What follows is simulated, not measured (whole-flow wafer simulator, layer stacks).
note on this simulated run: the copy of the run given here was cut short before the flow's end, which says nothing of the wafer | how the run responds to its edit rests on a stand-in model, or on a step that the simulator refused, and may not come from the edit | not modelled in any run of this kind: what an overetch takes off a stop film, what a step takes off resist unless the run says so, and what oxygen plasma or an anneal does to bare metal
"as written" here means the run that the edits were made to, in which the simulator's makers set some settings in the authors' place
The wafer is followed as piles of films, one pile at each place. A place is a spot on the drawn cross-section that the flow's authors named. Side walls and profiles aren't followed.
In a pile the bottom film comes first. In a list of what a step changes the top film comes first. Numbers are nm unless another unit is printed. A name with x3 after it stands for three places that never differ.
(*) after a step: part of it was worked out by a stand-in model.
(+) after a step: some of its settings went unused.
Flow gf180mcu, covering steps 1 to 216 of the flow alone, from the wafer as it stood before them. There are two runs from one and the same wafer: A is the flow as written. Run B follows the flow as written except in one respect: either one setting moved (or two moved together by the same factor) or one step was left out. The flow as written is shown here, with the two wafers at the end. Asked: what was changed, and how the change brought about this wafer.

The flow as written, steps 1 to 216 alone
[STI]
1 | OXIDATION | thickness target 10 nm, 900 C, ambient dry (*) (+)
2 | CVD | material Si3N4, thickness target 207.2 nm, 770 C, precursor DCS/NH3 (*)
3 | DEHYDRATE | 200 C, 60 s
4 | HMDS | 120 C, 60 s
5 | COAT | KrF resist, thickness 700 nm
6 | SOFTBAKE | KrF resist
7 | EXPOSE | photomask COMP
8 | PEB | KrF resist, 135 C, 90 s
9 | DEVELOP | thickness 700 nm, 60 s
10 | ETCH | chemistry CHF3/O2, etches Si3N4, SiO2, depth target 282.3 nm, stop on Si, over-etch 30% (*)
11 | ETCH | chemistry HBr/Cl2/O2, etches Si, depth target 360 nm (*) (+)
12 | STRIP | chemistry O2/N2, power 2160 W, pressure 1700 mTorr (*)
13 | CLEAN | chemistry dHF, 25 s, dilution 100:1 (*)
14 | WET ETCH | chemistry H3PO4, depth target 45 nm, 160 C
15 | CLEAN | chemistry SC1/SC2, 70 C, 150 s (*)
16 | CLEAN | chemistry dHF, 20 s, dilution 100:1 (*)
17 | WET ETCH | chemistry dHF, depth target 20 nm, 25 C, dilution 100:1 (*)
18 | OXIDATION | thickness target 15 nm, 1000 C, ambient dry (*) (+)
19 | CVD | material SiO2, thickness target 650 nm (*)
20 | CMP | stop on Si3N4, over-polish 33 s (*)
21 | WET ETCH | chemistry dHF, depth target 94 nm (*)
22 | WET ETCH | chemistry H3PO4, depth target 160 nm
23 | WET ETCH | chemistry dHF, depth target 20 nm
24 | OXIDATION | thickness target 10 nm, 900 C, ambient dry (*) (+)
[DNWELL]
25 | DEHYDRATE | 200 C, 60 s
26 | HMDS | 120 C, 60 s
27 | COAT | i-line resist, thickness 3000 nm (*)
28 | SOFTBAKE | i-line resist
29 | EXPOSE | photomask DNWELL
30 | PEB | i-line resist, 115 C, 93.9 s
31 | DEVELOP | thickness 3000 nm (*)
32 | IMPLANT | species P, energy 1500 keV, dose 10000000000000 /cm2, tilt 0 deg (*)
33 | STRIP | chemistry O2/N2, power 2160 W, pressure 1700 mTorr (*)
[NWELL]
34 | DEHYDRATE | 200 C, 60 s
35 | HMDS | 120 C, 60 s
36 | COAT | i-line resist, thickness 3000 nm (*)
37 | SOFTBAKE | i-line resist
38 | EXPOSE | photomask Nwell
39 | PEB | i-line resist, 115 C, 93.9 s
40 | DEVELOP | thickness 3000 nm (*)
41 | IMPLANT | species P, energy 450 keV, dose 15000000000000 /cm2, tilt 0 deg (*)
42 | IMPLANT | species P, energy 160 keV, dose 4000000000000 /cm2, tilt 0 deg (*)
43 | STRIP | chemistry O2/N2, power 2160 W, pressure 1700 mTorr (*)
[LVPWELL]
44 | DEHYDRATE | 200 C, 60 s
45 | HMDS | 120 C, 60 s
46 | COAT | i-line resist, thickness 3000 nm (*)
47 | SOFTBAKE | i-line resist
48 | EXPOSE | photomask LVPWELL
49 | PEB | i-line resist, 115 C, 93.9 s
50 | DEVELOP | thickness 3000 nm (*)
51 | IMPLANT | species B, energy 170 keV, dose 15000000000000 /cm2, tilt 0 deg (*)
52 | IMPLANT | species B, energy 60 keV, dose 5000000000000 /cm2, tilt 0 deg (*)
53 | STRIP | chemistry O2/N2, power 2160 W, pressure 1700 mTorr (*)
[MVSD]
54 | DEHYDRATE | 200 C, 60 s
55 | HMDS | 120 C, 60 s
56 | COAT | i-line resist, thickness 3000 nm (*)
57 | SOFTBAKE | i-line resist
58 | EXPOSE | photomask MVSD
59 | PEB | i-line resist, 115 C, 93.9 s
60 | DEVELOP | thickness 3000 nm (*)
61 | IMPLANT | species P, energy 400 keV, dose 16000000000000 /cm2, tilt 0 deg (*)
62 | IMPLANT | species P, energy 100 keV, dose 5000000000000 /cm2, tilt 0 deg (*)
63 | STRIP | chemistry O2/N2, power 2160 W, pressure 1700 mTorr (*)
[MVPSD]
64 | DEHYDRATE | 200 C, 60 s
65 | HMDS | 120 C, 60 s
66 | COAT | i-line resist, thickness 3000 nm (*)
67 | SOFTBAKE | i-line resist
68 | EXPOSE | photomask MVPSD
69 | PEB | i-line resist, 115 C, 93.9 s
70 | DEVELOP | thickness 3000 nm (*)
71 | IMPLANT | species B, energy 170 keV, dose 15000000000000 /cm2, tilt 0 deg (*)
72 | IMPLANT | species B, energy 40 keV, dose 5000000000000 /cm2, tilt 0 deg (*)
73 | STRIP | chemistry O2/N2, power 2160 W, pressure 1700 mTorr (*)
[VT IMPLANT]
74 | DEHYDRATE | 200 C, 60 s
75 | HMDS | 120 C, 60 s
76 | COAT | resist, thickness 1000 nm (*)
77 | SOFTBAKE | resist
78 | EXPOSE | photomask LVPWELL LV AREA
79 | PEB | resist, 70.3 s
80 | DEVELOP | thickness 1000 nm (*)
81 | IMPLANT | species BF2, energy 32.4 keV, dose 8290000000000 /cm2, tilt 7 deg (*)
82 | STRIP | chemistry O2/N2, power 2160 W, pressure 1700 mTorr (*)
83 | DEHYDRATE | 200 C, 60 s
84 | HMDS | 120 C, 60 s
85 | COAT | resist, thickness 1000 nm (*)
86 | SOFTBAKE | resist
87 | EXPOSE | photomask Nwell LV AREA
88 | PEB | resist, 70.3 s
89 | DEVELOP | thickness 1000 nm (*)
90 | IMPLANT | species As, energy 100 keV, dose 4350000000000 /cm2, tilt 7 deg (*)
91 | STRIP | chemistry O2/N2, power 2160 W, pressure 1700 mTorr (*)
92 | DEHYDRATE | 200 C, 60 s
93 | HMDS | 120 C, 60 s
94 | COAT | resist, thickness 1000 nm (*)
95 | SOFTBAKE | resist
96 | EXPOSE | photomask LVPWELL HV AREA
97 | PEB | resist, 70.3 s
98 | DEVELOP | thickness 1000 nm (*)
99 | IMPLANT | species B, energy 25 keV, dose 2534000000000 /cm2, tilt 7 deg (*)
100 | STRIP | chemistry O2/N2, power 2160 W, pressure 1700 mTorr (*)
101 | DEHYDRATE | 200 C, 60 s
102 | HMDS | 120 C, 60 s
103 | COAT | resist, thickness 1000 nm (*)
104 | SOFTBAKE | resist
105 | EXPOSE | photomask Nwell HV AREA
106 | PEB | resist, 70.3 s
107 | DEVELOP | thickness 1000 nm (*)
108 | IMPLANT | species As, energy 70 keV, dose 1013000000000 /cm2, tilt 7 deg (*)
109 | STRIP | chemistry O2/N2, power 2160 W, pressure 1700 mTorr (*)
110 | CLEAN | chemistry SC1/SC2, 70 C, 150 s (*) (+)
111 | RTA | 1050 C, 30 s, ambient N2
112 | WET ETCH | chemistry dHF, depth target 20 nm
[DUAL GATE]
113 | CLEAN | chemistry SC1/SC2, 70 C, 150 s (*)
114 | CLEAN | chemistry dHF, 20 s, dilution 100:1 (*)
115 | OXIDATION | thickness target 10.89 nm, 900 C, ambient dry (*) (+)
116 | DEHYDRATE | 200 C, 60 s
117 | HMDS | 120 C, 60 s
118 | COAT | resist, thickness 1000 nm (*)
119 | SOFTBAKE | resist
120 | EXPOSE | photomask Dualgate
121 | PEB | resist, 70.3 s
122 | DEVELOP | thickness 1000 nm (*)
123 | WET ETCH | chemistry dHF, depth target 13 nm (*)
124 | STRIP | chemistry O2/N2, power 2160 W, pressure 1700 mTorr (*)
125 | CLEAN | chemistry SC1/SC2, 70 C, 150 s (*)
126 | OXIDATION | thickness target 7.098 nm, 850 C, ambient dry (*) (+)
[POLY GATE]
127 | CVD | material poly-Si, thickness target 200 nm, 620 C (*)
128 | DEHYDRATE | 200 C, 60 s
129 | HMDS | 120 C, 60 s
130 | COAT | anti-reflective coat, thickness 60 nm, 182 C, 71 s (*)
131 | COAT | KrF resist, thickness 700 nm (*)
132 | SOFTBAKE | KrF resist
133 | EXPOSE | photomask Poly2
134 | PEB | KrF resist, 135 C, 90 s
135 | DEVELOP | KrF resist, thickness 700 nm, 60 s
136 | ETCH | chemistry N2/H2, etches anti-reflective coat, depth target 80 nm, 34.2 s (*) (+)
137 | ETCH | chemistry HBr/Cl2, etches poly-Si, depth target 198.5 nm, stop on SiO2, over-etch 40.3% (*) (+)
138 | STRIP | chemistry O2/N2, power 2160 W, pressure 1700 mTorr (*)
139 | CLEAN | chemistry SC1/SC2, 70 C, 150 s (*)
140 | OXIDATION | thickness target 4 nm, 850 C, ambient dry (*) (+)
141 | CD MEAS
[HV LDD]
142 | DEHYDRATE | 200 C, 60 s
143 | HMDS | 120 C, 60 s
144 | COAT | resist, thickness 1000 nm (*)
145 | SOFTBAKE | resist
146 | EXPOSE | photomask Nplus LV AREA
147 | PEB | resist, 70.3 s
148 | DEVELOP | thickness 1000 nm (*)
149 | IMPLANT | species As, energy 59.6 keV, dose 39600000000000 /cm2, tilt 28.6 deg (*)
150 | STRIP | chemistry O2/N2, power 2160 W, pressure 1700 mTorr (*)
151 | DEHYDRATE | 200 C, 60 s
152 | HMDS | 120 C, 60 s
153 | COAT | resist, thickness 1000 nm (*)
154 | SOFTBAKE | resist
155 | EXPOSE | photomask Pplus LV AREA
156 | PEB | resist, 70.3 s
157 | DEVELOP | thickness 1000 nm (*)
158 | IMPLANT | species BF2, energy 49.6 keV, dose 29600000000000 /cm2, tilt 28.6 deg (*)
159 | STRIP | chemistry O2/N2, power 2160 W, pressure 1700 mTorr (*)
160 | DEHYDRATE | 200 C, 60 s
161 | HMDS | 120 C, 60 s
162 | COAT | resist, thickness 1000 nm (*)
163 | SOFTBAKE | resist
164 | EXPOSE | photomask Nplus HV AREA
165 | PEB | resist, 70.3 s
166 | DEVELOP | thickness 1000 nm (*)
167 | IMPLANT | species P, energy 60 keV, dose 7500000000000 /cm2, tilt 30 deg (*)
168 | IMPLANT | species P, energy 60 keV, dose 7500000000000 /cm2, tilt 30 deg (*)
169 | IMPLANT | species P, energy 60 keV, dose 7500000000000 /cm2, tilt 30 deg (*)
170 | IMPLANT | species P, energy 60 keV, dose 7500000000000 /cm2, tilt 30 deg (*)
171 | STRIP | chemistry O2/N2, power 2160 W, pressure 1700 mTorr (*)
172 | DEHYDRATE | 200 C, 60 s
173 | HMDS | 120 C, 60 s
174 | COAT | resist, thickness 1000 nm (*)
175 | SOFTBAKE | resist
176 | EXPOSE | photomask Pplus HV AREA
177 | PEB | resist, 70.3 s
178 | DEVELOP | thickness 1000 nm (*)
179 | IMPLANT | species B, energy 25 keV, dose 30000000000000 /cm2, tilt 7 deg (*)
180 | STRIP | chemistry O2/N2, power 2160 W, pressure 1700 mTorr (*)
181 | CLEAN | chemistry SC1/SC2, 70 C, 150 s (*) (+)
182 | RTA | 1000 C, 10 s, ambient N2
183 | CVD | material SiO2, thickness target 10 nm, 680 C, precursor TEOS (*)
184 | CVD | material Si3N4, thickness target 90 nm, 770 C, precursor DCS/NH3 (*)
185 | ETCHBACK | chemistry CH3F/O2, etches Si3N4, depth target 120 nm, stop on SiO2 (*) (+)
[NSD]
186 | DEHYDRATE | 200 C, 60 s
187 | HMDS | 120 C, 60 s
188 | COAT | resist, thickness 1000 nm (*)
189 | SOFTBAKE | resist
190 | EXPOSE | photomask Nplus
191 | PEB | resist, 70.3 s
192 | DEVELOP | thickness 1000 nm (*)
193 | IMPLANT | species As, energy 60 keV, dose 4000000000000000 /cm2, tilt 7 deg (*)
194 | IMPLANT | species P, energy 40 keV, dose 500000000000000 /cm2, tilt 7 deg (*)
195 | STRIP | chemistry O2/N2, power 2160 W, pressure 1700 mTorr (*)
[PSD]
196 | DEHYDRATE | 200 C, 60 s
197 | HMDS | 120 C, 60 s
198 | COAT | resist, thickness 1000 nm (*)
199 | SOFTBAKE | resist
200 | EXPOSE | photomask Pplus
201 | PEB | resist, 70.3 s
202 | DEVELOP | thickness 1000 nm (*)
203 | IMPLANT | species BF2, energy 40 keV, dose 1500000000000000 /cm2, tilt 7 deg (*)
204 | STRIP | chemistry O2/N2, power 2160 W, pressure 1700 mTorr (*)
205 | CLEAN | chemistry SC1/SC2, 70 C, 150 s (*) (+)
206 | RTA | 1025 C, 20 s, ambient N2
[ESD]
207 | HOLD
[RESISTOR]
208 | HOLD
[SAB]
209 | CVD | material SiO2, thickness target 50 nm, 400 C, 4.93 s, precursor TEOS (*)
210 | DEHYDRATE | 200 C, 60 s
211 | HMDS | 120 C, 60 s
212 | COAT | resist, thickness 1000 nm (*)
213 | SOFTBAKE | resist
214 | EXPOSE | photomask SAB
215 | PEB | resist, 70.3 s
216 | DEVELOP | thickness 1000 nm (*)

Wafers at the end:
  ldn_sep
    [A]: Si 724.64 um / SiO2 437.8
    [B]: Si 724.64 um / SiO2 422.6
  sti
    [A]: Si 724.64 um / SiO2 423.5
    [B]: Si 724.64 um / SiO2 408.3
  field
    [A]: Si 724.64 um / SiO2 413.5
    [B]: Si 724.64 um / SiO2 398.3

What caused this: step 23, WET ETCH: depth target 31.8 nm was run, though the flow has depth target 20 nm.

The path from the change to this, step by step:
  23 | WET ETCH | chemistry dHF, depth target 20 nm
      field, field_sub, sti and 34 more: A -26 SiO2 | B -41.3 SiO2
  28 | SOFTBAKE | i-line resist
      nw_enc_fld: A -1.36 i-line resist | B +2.1 i-line resist
      ldn_fp, ldn_drn: A +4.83 i-line resist | B +3 i-line resist
      (also at 46 further places)
  37 | SOFTBAKE | i-line resist
      nw_enc_fld: A -1.36 i-line resist | B +2.1 i-line resist
      ldn_fp, ldn_drn: A +4.83 i-line resist | B +3 i-line resist
      (also at 46 further places)
  47 | SOFTBAKE | i-line resist
      nw_enc_fld: A -1.36 i-line resist | B +2.1 i-line resist
      ldn_fp, ldn_drn: A +4.83 i-line resist | B +3 i-line resist
      (also at 46 further places)
  57 | SOFTBAKE | i-line resist
      nw_enc_fld: A -1.36 i-line resist | B +2.1 i-line resist
      ldn_fp, ldn_drn: A +4.83 i-line resist | B +3 i-line resist
      (also at 46 further places)
  67 | SOFTBAKE | i-line resist
      nw_enc_fld: A -1.36 i-line resist | B +2.1 i-line resist
      ldn_fp, ldn_drn: A +4.83 i-line resist | B +3 i-line resist
      (also at 46 further places)
  77 | SOFTBAKE | resist
      field_sub__w2: A -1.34 resist | B -0.72 resist
      contact: A -1.15 resist | B -0.62 resist
      (also at 8 further places)
  86 | SOFTBAKE | resist
      field_sub__w2: A -1.34 resist | B -0.72 resist
      contact: A -1.15 resist | B -0.62 resist
      (also at 8 further places)
  95 | SOFTBAKE | resist
      field_sub__w2: A -1.34 resist | B -0.72 resist
      contact: A -1.15 resist | B -0.62 resist
      (also at 8 further places)
  104 | SOFTBAKE | resist
      field_sub__w2: A -1.34 resist | B -0.72 resist
      contact: A -1.15 resist | B -0.62 resist
      (also at 8 further places)
  119 | SOFTBAKE | resist
      field: A -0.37 resist | B +0.15 resist
      field_sub__w2: A -0.62 resist | B nothing
      (also at 10 further places)
  130 | COAT | anti-reflective coat, thickness 60 nm, 182 C, 71 s (*)
      p_well, spacer, sd_n: A +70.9 anti-reflective coat (new film) | B +56.2 anti-reflective coat (new film)
      ldn_ch, ldp_ch: A +66.7 anti-reflective coat (new film) | B +61.6 anti-reflective coat (new film)
      (also at 72 further places)
  136 | ETCH | chemistry N2/H2, etches anti-reflective coat, depth target 80 nm, 34.2 s (*) (+)
      p_well, spacer, sd_n: A -70.9 anti-reflective coat (all of it), -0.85 poly-Si | B -56.2 anti-reflective coat (all of it), -1.23 poly-Si
      ldn_dft, ldp_dft: A -48.7 anti-reflective coat (all of it), -1.42 poly-Si | B -56.9 anti-reflective coat (all of it), -1.21 poly-Si
      (also at 50 further places)
  138 | STRIP | chemistry O2/N2, power 2160 W, pressure 1700 mTorr (*)
      gate: A +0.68 chemical SiO2 (new film), -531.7 KrF resist (all of it), -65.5 anti-reflective coat (all of it), -0.3 poly-Si | B +0.69 chemical SiO2 (new film), -529.7 KrF resist (all of it), -58.8 anti-reflective coat (all of it), -0.3 poly-Si
      gate_hv: A +0.68 chemical SiO2 (new film), -528.4 KrF resist (all of it), -61 anti-reflective coat (all of it), -0.3 poly-Si | B +0.69 chemical SiO2 (new film), -524.4 KrF resist (all of it), -58.8 anti-reflective coat (all of it), -0.3 poly-Si
      (also at 20 further places)
  144 | COAT | resist, thickness 1000 nm (*)
      field__w6: A +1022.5 resist (new film) | B +1054 resist (new film)
  145 | SOFTBAKE | resist
      field: A -0.3 resist | B +2.88 resist
      nw_enc_fld_lv__w3: A +2.63 resist | B -0.99 resist
      (also at 14 further places)
  ... another 16 steps ...
  213 | SOFTBAKE | resist
      nw_enc_fld_lv__w3: A +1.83 resist | B -2.04 resist
      iso_ptap_sub: A +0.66 resist | B -0.07 resist
      (also at 14 further places)
